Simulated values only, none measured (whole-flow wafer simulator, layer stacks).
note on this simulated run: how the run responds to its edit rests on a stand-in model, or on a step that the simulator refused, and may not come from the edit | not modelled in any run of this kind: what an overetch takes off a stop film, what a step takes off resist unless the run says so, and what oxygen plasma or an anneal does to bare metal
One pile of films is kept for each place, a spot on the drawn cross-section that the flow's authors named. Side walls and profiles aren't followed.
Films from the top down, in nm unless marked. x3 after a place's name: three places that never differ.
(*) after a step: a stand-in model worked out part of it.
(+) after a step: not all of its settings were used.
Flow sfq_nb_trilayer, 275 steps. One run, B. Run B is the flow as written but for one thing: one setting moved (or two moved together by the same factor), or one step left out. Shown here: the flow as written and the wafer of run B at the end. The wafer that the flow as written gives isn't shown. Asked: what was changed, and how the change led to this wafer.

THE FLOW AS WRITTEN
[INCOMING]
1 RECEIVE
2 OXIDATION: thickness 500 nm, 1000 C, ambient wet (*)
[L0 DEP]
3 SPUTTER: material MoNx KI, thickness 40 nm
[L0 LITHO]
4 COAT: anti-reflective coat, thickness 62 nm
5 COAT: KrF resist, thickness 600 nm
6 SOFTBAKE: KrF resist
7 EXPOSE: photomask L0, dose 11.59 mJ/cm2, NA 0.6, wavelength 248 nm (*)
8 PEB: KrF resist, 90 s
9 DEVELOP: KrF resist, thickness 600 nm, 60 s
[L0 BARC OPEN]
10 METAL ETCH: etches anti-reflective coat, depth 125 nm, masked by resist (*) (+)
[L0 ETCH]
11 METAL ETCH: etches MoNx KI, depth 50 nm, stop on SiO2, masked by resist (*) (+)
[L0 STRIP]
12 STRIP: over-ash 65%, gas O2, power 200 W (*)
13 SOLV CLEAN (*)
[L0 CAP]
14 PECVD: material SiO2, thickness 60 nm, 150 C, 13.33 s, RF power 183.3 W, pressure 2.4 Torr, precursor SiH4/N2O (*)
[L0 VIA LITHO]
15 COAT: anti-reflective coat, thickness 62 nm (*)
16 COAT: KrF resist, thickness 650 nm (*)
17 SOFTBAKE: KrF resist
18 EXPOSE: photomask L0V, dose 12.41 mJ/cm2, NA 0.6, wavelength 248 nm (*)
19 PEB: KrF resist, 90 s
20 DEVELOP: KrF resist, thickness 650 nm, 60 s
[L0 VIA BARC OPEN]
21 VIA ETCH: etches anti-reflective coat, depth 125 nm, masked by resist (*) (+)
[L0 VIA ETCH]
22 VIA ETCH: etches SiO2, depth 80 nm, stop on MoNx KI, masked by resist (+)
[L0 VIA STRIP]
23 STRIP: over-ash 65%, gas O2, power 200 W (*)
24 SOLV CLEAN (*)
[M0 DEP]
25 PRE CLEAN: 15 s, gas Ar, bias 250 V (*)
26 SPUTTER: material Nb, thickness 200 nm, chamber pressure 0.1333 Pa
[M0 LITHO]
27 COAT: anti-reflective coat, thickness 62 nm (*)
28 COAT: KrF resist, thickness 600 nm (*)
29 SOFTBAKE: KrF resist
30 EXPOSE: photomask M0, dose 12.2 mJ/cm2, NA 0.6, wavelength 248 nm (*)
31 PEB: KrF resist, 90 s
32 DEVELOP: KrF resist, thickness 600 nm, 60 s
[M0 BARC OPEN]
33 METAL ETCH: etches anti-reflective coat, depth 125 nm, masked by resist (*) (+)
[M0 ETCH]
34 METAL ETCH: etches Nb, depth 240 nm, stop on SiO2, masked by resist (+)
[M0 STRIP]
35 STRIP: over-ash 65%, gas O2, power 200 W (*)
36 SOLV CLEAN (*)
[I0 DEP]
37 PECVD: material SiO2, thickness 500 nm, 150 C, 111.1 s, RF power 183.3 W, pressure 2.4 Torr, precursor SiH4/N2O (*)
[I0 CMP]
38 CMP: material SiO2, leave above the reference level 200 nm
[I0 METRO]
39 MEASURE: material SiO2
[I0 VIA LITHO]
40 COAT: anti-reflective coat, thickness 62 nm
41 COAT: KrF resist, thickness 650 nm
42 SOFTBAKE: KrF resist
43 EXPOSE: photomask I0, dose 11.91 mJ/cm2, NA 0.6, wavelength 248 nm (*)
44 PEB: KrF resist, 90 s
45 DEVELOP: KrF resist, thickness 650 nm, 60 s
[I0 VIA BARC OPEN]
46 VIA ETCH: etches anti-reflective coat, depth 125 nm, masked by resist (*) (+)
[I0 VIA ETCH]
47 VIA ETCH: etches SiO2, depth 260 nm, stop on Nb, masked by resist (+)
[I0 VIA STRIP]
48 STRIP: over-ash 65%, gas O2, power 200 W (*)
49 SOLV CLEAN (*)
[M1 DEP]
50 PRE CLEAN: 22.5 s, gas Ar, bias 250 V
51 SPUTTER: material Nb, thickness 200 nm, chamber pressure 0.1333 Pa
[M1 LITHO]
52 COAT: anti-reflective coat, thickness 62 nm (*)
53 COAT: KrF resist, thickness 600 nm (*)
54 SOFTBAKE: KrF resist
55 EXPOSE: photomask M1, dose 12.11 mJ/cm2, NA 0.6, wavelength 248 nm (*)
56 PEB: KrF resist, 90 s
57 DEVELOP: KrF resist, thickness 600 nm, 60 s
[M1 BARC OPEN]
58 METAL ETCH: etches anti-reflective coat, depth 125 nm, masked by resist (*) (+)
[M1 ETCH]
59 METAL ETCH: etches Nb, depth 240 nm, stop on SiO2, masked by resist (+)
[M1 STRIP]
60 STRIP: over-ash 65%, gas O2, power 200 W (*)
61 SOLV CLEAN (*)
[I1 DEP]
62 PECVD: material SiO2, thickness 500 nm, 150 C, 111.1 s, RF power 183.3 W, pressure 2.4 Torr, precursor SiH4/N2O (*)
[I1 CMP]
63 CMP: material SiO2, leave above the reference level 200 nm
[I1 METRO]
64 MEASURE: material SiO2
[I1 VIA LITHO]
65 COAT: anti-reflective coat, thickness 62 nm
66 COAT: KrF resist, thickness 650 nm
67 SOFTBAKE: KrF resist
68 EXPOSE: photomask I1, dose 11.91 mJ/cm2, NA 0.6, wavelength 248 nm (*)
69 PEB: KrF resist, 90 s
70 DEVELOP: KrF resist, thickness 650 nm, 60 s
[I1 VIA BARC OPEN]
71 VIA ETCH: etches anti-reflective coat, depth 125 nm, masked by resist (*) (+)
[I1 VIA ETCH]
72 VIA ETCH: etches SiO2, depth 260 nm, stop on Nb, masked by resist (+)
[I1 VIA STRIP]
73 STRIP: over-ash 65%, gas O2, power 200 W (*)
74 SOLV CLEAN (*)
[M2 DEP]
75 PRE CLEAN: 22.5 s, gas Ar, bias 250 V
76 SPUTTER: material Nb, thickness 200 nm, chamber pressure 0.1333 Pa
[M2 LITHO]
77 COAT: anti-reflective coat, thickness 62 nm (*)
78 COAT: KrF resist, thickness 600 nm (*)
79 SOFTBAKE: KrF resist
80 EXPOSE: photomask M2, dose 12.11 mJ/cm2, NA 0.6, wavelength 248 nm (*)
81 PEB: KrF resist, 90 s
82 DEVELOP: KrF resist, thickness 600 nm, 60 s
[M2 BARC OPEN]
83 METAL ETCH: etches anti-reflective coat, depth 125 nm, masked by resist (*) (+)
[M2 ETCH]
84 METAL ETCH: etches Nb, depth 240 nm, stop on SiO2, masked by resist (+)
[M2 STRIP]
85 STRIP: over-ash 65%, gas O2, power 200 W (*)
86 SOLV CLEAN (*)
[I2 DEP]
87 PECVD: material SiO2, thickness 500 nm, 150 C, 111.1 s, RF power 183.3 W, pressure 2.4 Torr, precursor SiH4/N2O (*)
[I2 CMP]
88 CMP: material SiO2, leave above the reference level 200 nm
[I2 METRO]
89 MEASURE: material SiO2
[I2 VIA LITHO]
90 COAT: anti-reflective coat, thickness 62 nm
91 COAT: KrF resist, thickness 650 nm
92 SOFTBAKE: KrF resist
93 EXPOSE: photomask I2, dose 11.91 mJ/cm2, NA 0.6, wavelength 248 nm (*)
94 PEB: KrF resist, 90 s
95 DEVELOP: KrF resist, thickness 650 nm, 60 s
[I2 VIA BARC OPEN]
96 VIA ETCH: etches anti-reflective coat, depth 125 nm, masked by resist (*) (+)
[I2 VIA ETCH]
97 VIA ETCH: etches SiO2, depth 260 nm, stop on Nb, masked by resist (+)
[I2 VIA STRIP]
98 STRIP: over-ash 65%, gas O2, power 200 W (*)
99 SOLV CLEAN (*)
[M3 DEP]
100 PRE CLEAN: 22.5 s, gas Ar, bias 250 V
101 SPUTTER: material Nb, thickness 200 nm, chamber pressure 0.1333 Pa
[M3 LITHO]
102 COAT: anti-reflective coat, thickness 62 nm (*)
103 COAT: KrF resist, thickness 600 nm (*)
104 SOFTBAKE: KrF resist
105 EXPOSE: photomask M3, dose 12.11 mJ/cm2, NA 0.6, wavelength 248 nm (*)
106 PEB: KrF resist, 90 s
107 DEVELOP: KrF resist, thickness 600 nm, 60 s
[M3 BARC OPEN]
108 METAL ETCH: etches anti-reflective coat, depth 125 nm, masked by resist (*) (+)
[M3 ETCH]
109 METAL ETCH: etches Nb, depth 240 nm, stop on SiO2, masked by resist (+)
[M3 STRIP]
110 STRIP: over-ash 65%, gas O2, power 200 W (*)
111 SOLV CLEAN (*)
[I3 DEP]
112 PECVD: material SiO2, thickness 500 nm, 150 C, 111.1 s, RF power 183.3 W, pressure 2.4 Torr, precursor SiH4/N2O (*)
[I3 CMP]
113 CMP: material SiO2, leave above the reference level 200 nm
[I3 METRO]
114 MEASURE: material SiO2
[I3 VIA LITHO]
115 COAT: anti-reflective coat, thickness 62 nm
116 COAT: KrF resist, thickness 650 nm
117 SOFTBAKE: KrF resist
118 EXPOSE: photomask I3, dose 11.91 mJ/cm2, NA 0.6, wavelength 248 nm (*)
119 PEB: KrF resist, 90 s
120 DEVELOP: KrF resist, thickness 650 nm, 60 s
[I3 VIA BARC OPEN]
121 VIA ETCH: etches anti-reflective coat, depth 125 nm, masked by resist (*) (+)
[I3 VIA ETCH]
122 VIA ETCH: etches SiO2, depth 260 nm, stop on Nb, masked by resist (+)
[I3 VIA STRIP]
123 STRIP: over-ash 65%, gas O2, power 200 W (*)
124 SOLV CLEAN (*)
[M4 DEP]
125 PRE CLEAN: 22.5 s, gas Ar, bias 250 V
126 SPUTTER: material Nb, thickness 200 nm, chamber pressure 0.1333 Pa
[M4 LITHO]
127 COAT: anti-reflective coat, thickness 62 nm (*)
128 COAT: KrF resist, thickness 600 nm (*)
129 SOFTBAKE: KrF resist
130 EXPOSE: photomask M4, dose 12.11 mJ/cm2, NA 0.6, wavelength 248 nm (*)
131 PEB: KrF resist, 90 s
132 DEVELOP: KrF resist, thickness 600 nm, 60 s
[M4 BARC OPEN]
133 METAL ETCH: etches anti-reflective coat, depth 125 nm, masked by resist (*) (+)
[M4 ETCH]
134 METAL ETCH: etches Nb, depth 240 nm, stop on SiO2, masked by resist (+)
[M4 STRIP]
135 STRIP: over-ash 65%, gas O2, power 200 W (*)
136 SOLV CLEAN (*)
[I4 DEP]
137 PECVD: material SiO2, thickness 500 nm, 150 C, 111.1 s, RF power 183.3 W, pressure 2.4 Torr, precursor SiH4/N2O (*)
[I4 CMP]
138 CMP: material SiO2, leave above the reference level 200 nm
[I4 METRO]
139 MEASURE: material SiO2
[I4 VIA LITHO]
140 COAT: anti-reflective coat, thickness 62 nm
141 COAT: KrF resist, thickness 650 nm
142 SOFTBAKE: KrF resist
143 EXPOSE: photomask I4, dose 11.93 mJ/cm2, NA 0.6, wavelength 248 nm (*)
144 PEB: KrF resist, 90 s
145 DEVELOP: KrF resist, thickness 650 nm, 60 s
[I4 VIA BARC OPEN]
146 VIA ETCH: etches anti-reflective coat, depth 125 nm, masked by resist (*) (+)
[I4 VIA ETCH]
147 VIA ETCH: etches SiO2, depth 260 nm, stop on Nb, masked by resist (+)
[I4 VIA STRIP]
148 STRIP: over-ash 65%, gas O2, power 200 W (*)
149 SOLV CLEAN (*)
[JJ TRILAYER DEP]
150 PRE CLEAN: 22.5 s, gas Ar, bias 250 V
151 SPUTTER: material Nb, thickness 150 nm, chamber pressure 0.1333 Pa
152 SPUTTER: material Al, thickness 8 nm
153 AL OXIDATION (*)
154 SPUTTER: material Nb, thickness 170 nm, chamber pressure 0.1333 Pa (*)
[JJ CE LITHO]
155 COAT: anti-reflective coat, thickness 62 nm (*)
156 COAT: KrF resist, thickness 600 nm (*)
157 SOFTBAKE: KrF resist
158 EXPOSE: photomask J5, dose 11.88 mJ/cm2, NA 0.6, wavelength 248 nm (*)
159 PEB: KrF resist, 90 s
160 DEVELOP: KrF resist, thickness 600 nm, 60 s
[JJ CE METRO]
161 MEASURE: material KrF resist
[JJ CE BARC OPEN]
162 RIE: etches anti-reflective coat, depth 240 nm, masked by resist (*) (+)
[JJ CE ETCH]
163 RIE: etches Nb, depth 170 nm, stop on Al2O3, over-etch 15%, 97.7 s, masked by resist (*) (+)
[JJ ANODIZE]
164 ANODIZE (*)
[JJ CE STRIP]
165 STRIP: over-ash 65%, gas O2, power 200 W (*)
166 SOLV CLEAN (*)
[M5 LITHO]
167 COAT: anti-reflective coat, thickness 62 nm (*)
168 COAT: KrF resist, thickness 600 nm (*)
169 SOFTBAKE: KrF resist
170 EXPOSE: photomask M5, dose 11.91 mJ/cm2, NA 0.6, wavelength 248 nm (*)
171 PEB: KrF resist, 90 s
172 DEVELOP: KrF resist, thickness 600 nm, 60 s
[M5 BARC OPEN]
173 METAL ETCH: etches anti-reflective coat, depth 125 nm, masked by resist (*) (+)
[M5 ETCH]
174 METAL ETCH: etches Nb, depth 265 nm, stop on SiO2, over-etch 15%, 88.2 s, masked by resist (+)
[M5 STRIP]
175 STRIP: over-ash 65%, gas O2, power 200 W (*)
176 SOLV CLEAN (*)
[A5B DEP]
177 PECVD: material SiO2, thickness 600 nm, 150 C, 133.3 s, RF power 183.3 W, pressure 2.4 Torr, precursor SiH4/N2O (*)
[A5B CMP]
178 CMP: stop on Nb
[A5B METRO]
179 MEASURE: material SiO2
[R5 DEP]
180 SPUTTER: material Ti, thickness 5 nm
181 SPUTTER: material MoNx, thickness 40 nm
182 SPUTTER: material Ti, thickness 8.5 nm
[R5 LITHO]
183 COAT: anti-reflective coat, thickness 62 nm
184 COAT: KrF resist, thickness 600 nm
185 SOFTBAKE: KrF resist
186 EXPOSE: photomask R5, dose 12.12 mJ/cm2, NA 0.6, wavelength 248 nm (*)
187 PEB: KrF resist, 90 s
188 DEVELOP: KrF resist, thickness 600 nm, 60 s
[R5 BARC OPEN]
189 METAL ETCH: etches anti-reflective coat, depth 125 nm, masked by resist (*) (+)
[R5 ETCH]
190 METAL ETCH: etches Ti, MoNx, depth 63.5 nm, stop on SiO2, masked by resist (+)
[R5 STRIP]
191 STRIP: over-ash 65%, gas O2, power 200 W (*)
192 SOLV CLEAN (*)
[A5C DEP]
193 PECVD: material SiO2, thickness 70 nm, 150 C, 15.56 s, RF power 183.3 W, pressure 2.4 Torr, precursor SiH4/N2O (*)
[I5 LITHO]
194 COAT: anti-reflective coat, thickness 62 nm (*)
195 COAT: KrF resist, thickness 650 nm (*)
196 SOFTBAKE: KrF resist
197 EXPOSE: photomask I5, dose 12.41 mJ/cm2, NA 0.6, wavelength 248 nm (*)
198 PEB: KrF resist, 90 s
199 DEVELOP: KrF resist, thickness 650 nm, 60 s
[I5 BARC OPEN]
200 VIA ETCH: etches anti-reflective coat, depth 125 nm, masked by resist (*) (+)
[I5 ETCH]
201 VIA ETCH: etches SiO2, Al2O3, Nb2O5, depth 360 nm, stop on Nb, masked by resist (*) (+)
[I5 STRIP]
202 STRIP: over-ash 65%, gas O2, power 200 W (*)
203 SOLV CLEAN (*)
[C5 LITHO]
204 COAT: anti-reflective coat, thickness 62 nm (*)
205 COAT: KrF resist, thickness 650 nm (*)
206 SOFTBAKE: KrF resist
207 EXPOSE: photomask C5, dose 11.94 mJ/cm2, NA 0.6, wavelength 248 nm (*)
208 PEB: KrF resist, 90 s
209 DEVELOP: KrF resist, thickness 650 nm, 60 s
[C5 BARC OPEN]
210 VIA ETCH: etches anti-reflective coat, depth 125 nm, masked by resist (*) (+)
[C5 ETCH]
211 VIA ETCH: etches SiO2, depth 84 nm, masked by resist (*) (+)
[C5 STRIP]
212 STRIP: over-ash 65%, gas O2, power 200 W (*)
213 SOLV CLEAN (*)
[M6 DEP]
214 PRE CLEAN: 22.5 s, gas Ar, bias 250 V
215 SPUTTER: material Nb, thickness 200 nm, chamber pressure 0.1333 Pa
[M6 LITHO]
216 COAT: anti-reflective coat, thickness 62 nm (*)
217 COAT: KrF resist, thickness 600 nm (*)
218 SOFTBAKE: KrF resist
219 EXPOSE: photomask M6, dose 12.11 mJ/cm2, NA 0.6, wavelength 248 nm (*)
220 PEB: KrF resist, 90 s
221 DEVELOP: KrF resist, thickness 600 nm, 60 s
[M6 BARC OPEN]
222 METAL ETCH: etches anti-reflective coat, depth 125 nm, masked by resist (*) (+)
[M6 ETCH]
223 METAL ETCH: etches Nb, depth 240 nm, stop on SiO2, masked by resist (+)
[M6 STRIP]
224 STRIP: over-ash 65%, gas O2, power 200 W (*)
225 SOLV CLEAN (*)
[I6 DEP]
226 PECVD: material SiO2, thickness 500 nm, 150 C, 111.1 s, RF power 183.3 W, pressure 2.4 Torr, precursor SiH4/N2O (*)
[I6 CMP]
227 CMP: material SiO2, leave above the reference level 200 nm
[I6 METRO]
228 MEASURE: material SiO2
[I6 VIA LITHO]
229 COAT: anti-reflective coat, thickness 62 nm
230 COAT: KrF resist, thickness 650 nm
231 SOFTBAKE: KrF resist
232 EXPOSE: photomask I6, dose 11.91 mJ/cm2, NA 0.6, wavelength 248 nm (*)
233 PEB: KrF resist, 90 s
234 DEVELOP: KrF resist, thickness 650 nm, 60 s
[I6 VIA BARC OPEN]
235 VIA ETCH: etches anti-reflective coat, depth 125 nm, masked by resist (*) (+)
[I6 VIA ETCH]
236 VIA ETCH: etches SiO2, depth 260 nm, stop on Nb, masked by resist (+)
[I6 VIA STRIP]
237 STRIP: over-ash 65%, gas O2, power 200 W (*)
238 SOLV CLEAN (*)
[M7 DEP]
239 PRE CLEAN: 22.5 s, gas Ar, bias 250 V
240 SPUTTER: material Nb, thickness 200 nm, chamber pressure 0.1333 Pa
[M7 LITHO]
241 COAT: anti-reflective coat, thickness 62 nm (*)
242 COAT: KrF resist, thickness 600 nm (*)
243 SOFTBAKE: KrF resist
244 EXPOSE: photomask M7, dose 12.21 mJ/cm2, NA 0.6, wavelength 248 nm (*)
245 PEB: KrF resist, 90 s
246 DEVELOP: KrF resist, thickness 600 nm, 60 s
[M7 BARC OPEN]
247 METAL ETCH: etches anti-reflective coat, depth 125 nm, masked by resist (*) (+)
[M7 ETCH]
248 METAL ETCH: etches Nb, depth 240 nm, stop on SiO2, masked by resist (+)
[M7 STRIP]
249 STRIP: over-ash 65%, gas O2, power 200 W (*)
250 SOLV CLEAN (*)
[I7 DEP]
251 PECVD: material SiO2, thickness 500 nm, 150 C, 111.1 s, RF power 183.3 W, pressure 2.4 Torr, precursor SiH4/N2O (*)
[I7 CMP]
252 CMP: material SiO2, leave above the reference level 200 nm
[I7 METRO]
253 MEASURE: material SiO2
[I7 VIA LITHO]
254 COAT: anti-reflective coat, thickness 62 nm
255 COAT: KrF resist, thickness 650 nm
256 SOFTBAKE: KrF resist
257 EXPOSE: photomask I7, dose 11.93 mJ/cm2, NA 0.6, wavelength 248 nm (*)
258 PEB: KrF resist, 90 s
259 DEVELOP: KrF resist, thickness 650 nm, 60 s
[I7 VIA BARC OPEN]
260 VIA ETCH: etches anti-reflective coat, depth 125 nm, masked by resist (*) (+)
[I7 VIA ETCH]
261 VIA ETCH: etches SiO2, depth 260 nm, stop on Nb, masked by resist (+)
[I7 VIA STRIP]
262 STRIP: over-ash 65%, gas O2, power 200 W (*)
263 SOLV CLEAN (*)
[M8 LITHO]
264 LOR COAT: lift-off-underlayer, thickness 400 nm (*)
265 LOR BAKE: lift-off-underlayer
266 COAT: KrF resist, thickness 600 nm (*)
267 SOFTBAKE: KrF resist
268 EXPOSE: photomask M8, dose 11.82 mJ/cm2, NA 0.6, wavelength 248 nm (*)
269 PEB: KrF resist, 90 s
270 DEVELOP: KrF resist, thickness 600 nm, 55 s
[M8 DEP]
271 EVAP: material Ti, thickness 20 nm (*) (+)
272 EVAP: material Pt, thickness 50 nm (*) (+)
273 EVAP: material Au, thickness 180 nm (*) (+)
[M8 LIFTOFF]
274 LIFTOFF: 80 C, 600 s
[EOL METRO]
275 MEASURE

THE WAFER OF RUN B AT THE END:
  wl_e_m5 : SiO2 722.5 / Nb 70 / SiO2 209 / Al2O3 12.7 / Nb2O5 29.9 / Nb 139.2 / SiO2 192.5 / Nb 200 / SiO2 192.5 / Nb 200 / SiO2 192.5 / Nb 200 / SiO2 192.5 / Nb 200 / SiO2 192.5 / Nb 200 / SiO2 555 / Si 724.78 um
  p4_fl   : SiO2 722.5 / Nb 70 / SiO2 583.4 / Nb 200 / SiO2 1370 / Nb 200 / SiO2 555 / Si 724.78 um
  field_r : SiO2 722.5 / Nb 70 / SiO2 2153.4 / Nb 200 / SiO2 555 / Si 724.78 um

The cause: step 223, METAL ETCH: depth 130 nm was run, where the flow has depth 240 nm.

How the change led to this, step by step:
  223 METAL ETCH: etches Nb, depth 240 nm, stop on SiO2, masked by resist (+)
      field_l, gap, moat and 76 more: Nb -130 (as written it would be: Nb -200 (all of it))
      v_sur, via_wl, via_w and 24 more: KrF resist -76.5 (as written it would be: KrF resist -141.2)
  224 STRIP: over-ash 65%, gas O2, power 200 W (*)
      wl_j_sl, wl_j_sr: KrF resist -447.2 (all of it), anti-reflective coat -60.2 (all of it) (as written it would be: KrF resist -382.5 (all of it), anti-reflective coat -60.2 (all of it))
      wl_c_m6, wl_f_m6: KrF resist -447 (all of it), anti-reflective coat -62 (all of it) (as written it would be: KrF resist -382.3 (all of it), anti-reflective coat -62 (all of it))
      (and at 23 more places)
  226 PECVD: material SiO2, thickness 500 nm, 150 C, 111.1 s, RF power 183.3 W, pressure 2.4 Torr, precursor SiH4/N2O (*)
      field_l, p4_fl, p4_fm and 62 more: SiO2 +500 (new film) (as written it would be: SiO2 +500)
      moat, field_r, lsp_l, ln_m5, lsp_m: SiO2 +500 (new film) (as written it would be: SiO2 +493.6)
      (and at 9 more places)
  227 CMP: material SiO2, leave above the reference level 200 nm
      field_l, p4_fl, p4_fm and 59 more: SiO2 -170 (as written it would be: SiO2 -100)
      moat, field_r, lsp_l, ln_m5, lsp_m: SiO2 -170 (as written it would be: SiO2 -93.6)
      (and at 12 more places)
Counting metal films that touch as one body, wl_e_m5 has 7 bodies (between them, from the top down: SiO2 209 / Al2O3 12.7 / Nb2O5 29.9; SiO2 192.5; SiO2 192.5; SiO2 192.5; SiO2 192.5; SiO2 192.5); the flow as written gives 6 bodies (between them, from the top down: SiO2 192.5; SiO2 192.5; SiO2 192.5; SiO2 192.5; SiO2 192.5).
Counting metal films that touch as one body, p4_fl has 3 bodies (between them, from the top down: SiO2 583.4; SiO2 1370); the flow as written gives 2 bodies (between them, from the top down: SiO2 1370).
Counting metal films that touch as one body, field_r has 2 bodies (between them, from the top down: SiO2 2153.4); the flow as written gives 1 body.
